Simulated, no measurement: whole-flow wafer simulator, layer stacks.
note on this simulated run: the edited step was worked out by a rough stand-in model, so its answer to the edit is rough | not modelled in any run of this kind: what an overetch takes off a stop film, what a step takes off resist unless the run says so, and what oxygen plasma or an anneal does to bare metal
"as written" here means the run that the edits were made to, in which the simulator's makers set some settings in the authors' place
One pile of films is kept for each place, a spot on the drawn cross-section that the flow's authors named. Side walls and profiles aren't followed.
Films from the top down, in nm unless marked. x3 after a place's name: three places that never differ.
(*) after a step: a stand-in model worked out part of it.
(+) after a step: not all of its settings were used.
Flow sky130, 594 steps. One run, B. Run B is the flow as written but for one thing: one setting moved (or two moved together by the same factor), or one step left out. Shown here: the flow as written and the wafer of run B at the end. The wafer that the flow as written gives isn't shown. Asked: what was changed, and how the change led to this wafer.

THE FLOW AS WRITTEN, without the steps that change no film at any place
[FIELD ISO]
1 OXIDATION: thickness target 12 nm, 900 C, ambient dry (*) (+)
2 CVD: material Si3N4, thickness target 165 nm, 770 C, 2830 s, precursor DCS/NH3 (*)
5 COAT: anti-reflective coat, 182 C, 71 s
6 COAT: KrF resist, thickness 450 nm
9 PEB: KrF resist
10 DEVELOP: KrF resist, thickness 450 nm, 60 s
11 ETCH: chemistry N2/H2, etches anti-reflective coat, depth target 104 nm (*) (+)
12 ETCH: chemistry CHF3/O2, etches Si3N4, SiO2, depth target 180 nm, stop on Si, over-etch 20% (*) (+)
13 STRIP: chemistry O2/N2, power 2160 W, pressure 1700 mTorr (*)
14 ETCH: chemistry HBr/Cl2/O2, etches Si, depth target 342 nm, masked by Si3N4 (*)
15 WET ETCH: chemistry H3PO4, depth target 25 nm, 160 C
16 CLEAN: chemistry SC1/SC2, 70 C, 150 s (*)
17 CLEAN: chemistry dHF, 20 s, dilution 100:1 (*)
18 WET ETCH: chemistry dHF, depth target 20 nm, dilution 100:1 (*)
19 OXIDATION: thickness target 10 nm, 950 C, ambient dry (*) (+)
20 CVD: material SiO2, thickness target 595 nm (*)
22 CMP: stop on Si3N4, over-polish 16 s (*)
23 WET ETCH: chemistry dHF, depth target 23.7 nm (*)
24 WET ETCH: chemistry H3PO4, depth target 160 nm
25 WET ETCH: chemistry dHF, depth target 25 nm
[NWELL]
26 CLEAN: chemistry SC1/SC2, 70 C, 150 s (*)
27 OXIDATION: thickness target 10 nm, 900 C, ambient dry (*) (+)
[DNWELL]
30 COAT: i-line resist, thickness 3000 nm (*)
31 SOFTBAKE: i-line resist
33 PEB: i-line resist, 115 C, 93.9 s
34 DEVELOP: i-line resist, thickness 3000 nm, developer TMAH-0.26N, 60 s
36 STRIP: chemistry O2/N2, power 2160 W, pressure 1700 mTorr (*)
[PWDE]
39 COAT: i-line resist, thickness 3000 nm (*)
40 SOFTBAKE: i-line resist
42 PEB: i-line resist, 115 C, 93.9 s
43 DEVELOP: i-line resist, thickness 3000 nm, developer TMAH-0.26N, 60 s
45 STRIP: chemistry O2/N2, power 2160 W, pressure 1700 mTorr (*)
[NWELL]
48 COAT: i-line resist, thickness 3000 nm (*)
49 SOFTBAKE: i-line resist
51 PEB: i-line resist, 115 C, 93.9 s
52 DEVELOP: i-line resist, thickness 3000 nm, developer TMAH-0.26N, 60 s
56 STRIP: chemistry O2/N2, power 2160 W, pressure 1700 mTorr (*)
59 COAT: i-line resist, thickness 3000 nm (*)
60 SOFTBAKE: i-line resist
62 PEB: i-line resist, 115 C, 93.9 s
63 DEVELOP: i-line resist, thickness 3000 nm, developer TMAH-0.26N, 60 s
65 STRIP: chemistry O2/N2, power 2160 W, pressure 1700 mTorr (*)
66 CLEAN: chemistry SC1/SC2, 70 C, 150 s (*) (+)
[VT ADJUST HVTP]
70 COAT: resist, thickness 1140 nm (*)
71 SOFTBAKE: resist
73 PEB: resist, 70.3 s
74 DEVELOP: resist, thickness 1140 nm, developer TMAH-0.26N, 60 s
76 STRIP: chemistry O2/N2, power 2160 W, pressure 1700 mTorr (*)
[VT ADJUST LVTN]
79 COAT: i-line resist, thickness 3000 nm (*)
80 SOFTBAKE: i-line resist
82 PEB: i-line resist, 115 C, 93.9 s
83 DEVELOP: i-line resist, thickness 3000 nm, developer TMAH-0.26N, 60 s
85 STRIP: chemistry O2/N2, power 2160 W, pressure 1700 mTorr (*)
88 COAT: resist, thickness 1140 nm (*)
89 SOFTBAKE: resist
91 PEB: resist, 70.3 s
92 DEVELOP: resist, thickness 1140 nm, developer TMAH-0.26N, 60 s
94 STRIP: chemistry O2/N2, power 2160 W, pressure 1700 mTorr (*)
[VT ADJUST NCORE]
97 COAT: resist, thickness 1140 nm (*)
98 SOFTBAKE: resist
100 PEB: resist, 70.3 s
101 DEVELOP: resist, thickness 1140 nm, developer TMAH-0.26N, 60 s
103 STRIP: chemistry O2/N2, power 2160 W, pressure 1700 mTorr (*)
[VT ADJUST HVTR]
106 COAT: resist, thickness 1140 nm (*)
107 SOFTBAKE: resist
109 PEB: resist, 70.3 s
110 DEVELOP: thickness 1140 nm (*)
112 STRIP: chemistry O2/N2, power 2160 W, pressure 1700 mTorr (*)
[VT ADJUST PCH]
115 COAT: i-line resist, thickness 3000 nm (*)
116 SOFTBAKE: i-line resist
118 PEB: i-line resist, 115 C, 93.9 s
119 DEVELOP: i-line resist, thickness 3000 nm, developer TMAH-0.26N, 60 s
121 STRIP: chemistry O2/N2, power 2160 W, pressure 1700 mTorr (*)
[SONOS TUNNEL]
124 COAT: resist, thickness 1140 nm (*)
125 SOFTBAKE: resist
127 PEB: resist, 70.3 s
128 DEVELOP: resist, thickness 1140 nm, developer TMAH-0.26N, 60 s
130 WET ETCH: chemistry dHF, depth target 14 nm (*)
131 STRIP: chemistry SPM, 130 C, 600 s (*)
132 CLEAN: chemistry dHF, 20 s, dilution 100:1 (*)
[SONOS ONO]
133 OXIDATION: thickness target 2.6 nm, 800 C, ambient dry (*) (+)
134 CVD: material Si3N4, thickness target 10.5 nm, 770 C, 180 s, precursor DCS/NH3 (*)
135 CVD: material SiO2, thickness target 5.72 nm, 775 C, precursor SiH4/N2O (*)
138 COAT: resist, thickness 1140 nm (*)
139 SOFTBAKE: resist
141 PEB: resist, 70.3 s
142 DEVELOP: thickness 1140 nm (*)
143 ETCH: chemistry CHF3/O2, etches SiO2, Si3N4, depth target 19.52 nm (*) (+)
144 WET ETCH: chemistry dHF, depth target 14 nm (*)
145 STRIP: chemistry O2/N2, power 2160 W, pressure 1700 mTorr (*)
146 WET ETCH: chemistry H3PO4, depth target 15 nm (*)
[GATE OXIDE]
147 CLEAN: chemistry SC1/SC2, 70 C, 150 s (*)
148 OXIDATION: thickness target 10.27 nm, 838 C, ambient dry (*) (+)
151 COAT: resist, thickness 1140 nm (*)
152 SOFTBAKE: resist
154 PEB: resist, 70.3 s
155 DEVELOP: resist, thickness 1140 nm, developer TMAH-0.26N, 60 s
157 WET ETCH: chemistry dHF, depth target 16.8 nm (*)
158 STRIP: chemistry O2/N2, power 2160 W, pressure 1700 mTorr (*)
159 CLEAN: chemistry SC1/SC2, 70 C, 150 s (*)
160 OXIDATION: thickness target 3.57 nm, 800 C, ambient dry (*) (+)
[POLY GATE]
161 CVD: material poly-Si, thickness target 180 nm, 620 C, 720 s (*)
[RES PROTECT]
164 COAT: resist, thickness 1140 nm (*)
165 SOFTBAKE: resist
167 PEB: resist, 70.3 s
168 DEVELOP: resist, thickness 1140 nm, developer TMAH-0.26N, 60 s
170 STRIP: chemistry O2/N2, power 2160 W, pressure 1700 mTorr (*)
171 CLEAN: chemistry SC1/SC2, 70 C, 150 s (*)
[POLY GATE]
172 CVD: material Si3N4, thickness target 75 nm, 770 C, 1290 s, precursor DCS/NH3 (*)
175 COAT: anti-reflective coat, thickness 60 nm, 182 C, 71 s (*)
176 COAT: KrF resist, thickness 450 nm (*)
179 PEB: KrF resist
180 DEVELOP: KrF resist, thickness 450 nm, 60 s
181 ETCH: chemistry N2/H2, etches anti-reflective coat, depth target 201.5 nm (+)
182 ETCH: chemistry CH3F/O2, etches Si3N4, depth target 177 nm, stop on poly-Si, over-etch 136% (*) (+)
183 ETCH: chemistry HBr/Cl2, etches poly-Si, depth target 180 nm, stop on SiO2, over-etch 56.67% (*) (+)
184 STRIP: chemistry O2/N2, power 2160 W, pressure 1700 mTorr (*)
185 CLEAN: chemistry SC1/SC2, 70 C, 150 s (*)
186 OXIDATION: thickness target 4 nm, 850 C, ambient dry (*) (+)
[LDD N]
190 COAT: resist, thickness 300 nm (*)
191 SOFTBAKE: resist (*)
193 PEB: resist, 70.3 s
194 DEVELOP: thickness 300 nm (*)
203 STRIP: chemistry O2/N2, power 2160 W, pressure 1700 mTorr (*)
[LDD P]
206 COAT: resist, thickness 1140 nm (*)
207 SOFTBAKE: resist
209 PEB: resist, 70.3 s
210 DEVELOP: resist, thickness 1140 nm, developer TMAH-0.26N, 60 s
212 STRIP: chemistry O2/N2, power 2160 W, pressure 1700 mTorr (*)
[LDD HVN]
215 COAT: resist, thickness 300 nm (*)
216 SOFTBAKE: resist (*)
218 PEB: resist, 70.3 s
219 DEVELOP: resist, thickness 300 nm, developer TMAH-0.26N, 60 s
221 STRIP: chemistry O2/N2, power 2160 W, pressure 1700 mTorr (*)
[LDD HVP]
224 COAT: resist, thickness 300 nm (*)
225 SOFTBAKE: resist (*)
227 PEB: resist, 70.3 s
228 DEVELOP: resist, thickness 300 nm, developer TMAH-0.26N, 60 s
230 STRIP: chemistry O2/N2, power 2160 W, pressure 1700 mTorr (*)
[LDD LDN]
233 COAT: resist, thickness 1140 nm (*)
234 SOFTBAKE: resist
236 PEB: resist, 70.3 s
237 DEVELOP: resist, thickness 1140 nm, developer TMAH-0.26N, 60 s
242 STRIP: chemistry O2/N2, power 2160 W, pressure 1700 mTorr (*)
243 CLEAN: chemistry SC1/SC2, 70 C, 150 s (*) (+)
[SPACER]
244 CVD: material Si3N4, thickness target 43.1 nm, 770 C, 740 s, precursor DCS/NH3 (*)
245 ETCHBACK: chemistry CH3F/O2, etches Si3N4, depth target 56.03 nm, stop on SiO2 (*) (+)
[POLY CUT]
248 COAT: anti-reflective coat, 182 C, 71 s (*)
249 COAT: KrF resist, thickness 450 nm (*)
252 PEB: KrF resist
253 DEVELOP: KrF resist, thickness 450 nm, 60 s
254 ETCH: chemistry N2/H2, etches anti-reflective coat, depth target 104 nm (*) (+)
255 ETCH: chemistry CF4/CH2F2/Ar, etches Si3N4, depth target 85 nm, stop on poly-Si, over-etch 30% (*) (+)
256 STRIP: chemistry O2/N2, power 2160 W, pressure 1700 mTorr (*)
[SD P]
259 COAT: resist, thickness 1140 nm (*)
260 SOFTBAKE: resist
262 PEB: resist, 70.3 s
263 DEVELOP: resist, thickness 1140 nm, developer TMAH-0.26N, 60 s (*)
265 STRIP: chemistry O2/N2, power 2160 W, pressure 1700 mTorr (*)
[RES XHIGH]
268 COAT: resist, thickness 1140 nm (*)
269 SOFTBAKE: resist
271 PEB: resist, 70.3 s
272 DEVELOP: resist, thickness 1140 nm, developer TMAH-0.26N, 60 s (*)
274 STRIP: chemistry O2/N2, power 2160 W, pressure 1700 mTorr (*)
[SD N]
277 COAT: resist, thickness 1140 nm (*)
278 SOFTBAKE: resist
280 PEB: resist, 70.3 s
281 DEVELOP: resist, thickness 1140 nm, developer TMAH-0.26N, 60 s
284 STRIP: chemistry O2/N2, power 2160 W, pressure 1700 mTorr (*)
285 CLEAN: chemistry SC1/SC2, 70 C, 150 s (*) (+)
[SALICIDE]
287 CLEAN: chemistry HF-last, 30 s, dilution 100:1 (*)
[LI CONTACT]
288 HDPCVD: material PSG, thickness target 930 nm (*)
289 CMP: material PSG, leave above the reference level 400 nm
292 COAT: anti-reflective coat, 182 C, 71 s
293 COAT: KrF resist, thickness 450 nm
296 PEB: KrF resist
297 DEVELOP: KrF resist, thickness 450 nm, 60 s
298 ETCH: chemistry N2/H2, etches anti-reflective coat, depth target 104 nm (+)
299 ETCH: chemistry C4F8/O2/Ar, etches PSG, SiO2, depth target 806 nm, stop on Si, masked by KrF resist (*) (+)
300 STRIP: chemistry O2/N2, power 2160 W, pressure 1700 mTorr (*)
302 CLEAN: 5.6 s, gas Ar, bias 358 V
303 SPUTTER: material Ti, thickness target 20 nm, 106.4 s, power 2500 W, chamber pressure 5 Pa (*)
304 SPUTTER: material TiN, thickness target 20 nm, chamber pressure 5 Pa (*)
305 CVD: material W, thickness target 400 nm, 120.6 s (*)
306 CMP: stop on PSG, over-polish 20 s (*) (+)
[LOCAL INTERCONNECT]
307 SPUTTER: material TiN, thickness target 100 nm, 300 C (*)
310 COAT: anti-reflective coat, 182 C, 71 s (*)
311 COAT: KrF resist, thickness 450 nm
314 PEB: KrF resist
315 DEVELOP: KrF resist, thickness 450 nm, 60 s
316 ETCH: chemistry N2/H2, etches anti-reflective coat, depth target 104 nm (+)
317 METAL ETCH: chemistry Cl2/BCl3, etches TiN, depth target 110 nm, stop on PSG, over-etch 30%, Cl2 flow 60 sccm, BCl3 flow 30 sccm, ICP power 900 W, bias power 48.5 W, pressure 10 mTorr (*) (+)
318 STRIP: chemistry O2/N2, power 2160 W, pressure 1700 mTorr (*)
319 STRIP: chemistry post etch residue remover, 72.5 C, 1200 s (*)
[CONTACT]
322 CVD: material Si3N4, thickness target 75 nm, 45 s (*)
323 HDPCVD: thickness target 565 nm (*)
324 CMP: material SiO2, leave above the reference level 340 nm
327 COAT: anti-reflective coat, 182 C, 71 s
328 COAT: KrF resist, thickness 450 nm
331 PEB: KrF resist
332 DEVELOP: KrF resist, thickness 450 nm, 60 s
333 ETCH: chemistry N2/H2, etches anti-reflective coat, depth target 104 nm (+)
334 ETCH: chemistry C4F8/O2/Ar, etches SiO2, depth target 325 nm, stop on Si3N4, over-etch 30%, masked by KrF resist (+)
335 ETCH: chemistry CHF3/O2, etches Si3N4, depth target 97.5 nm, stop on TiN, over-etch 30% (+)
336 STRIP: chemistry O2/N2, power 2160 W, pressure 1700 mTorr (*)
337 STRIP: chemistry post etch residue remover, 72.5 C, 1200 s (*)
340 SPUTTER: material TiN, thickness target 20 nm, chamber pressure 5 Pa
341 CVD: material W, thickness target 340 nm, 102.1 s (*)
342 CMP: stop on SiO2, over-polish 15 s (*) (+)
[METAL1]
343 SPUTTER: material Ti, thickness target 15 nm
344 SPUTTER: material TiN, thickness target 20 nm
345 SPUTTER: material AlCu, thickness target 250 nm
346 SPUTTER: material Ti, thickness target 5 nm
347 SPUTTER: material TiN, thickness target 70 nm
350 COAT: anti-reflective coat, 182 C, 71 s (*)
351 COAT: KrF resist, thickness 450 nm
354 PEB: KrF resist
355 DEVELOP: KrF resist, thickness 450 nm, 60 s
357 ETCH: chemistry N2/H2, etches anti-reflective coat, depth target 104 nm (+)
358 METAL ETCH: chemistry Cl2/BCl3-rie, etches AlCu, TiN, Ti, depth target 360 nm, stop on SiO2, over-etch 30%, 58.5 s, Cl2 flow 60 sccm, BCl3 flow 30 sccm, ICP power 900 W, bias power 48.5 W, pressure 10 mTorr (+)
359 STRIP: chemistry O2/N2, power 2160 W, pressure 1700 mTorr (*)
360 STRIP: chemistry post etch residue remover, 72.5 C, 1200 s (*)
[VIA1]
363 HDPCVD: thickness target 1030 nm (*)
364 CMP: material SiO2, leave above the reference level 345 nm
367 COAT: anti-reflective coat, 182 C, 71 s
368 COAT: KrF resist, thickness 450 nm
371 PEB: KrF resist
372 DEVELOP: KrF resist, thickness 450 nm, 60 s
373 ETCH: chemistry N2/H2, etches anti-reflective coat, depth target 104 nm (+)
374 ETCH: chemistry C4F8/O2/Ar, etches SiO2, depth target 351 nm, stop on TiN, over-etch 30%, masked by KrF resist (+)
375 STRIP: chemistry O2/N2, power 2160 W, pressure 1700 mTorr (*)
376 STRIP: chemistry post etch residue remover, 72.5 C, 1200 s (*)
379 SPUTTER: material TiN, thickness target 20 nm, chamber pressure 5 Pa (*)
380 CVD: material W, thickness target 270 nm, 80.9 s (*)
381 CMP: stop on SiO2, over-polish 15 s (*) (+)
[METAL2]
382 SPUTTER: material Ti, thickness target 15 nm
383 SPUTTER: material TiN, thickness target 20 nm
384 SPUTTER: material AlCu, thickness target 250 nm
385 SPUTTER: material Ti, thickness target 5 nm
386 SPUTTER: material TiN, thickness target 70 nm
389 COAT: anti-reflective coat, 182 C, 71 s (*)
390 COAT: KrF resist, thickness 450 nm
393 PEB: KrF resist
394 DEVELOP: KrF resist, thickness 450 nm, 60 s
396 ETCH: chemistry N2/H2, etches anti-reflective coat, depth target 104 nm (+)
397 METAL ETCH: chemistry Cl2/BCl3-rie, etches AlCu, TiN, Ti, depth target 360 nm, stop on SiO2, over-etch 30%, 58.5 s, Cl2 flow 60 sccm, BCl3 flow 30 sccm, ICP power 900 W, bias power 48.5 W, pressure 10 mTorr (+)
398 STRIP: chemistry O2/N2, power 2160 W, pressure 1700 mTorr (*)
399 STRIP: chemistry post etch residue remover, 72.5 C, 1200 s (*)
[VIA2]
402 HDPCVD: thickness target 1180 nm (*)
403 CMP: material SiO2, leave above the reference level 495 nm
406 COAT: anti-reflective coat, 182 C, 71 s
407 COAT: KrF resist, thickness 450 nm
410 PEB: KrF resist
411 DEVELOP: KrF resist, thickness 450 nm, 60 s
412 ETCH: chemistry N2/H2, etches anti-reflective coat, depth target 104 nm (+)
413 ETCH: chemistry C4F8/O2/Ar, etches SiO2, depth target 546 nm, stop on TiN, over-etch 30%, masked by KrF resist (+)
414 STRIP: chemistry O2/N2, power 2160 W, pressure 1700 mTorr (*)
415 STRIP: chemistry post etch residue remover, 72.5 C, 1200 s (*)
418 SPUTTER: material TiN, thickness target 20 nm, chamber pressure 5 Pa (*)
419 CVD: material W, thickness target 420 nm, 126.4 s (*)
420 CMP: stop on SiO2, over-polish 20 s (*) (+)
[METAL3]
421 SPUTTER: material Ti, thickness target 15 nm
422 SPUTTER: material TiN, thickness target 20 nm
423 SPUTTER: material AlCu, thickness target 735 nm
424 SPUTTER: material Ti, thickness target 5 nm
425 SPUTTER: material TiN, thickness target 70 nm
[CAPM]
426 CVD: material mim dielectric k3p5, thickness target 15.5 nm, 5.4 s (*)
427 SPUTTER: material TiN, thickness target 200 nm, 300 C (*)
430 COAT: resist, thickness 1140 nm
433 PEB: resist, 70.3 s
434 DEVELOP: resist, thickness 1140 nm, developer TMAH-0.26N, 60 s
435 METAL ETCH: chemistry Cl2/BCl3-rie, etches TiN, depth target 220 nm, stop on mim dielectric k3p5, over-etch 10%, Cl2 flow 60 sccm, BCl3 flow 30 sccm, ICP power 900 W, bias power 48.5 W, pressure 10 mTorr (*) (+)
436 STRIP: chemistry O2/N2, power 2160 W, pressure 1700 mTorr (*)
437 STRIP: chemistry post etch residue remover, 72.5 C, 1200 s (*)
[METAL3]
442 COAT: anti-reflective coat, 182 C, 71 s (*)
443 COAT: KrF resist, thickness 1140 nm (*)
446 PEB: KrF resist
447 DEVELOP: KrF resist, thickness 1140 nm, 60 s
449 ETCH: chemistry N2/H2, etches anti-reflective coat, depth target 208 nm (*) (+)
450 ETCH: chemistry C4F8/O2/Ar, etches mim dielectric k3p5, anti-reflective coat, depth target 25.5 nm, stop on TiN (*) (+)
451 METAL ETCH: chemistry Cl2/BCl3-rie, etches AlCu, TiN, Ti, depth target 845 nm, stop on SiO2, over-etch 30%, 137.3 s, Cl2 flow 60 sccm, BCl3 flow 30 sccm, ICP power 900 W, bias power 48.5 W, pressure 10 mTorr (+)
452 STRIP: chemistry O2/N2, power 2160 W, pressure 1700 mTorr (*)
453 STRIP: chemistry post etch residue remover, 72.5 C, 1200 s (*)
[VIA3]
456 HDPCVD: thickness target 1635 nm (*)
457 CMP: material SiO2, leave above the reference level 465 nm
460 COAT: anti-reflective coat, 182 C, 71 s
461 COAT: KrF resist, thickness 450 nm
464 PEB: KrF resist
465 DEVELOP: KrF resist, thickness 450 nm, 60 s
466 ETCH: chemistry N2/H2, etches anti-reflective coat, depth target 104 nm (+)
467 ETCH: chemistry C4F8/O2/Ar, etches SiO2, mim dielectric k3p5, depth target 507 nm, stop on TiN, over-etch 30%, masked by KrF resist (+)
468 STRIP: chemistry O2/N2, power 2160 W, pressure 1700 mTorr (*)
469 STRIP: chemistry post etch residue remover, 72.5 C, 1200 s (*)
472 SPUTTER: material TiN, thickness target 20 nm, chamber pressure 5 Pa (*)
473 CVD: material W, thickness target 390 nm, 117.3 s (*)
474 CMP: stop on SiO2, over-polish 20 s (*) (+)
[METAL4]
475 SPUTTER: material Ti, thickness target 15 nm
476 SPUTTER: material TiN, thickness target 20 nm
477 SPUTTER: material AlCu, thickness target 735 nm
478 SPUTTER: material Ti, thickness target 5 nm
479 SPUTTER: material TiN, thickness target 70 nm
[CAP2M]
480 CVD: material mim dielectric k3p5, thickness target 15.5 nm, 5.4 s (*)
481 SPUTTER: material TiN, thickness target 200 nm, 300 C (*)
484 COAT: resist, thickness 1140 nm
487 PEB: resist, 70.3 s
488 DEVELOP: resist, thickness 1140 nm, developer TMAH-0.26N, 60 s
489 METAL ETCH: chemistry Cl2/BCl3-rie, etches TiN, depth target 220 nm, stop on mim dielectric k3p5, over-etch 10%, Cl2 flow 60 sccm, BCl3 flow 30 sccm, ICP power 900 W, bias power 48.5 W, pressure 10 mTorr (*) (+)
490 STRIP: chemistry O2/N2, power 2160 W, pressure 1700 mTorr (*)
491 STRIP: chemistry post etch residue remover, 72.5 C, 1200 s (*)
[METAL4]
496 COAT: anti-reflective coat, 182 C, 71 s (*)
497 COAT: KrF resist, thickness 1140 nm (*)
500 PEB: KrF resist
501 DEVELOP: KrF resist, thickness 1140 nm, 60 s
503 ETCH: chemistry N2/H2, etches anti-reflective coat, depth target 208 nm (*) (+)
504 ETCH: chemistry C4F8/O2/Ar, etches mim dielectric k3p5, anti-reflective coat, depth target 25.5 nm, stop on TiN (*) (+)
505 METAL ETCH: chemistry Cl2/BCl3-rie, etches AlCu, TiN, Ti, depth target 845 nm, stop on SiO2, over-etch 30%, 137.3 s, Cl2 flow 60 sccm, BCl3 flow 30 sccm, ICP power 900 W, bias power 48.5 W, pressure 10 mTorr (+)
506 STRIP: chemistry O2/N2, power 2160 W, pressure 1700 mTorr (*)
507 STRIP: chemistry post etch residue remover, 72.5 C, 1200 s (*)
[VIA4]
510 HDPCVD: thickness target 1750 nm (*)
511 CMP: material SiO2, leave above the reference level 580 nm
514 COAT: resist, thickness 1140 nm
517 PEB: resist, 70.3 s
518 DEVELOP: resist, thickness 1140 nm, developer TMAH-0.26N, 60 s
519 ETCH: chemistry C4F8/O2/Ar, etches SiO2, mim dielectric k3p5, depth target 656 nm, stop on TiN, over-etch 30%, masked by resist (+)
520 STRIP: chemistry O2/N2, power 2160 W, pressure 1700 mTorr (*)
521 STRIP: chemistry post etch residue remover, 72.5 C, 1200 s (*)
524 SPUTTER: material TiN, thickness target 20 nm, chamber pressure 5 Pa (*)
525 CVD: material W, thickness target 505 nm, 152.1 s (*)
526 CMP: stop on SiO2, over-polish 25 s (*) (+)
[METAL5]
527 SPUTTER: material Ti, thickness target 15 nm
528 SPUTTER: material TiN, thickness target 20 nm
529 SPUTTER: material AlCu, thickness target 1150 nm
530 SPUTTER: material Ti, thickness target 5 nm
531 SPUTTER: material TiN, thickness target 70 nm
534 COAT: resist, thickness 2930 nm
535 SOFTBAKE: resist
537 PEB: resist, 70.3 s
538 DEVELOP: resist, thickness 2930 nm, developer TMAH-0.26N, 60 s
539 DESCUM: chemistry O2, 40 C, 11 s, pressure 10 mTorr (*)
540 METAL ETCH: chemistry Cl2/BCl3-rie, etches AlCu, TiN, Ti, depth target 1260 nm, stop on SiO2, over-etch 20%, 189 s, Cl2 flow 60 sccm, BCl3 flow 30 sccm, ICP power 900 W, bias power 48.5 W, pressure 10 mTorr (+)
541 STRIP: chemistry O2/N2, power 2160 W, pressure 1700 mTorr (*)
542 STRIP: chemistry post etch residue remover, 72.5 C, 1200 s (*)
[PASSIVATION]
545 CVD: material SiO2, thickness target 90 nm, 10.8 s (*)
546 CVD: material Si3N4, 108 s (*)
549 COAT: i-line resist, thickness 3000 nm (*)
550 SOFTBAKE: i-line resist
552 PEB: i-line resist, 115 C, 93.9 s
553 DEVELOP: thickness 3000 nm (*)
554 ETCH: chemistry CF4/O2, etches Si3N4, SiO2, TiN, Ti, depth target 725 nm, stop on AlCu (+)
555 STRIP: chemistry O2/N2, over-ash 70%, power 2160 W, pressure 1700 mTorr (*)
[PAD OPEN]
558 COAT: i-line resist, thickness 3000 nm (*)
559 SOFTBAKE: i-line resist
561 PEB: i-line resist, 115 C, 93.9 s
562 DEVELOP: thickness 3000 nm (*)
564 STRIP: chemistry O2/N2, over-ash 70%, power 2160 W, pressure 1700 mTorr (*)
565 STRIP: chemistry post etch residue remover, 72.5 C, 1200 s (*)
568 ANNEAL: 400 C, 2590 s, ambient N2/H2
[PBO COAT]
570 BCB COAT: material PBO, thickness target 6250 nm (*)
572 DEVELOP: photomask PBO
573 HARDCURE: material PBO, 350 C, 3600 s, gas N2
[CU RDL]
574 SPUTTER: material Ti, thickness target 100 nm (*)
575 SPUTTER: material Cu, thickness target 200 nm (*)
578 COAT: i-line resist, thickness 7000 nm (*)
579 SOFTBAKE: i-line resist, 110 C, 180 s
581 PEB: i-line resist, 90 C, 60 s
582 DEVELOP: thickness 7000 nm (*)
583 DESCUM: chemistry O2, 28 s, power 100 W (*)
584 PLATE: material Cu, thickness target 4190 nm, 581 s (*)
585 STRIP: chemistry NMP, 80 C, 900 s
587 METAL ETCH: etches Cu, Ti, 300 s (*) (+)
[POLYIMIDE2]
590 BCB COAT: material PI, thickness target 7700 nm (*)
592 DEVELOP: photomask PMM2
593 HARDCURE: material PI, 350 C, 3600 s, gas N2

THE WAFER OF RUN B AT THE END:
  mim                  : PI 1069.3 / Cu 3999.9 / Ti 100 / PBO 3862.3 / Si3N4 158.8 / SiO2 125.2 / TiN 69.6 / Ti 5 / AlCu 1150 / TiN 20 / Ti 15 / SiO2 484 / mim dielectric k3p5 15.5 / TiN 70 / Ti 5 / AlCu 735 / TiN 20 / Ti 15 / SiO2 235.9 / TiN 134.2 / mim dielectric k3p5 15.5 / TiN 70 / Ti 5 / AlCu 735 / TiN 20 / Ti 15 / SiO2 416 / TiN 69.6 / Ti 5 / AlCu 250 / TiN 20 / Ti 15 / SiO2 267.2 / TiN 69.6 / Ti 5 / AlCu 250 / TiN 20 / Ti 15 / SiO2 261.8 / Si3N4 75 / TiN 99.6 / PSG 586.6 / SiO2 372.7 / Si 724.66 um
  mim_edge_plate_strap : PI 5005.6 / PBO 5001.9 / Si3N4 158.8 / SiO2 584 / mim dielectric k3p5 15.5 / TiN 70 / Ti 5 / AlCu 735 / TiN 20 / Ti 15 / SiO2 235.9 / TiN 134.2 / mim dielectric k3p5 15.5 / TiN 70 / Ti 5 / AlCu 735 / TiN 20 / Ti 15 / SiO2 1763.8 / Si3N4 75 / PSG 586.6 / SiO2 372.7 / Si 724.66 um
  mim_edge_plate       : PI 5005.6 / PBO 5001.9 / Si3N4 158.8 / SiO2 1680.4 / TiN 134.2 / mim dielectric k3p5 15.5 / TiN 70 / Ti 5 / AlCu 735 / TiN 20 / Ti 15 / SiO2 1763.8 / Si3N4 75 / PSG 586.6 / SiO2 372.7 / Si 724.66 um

The cause: step 427, SPUTTER: thickness target 135 nm was run, where the flow has thickness target 200 nm.

How the change led to this, step by step:
  427 SPUTTER: material TiN, thickness target 200 nm, 300 C (*)
      field, active, n_well and 188 more: TiN +135 (new film) (as written it would be: TiN +200 (new film))
  435 METAL ETCH: chemistry Cl2/BCl3-rie, etches TiN, depth target 220 nm, stop on mim dielectric k3p5, over-etch 10%, Cl2 flow 60 sccm, BCl3 flow 30 sccm, ICP power 900 W, bias power 48.5 W, pressure 10 mTorr (*) (+)
      field, active, n_well and 185 more: TiN -135 (all of it) (as written it would be: TiN -200 (all of it))
      mim, mim_edge_plate_strap, mim_edge_plate: resist -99 (as written it would be: resist -146.7)
  436 STRIP: chemistry O2/N2, power 2160 W, pressure 1700 mTorr (*)
      mim, mim_edge_plate_strap, mim_edge_plate: resist -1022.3 (all of it) (as written it would be: resist -974.6 (all of it))
  442 COAT: anti-reflective coat, 182 C, 71 s (*)
      poly_licon, rpo_hd_licon: anti-reflective coat +75 (new film) (as written it would be: anti-reflective coat +57.6 (new film))
      mim: anti-reflective coat +29.7 (new film) (as written it would be: anti-reflective coat +40.4 (new film))
      (and at 6 more places)
  443 COAT: KrF resist, thickness 1140 nm (*)
      mim_edge_plate_strap, mim_edge_plate: KrF resist +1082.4 (new film) (as written it would be: KrF resist +1017.4 (new film))
      mim: KrF resist +1081.5 (new film) (as written it would be: KrF resist +1025.5 (new film))
      (and at 1 more place)
  449 ETCH: chemistry N2/H2, etches anti-reflective coat, depth target 208 nm (*) (+)
      poly_licon, rpo_hd_licon: anti-reflective coat -75 (all of it) (as written it would be: anti-reflective coat -57.6 (all of it))
      rpo_hd: anti-reflective coat -72.5 (all of it) (as written it would be: anti-reflective coat -62 (all of it))
      (and at 2 more places)
  452 STRIP: chemistry O2/N2, power 2160 W, pressure 1700 mTorr (*)
      mim_edge_plate_strap, mim_edge_plate: KrF resist -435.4 (all of it), anti-reflective coat -3 (all of it) (as written it would be: KrF resist -370.5 (all of it), anti-reflective coat -3 (all of it))
      mim: KrF resist -434.5 (all of it), anti-reflective coat -29.7 (all of it) (as written it would be: KrF resist -378.7 (all of it), anti-reflective coat -40.4 (all of it))
      (and at 3 more places)
  457 CMP: material SiO2, leave above the reference level 465 nm
      mim, mim_edge_plate_strap, mim_edge_plate: SiO2 -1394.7 (as written it would be: SiO2 -1459.7)
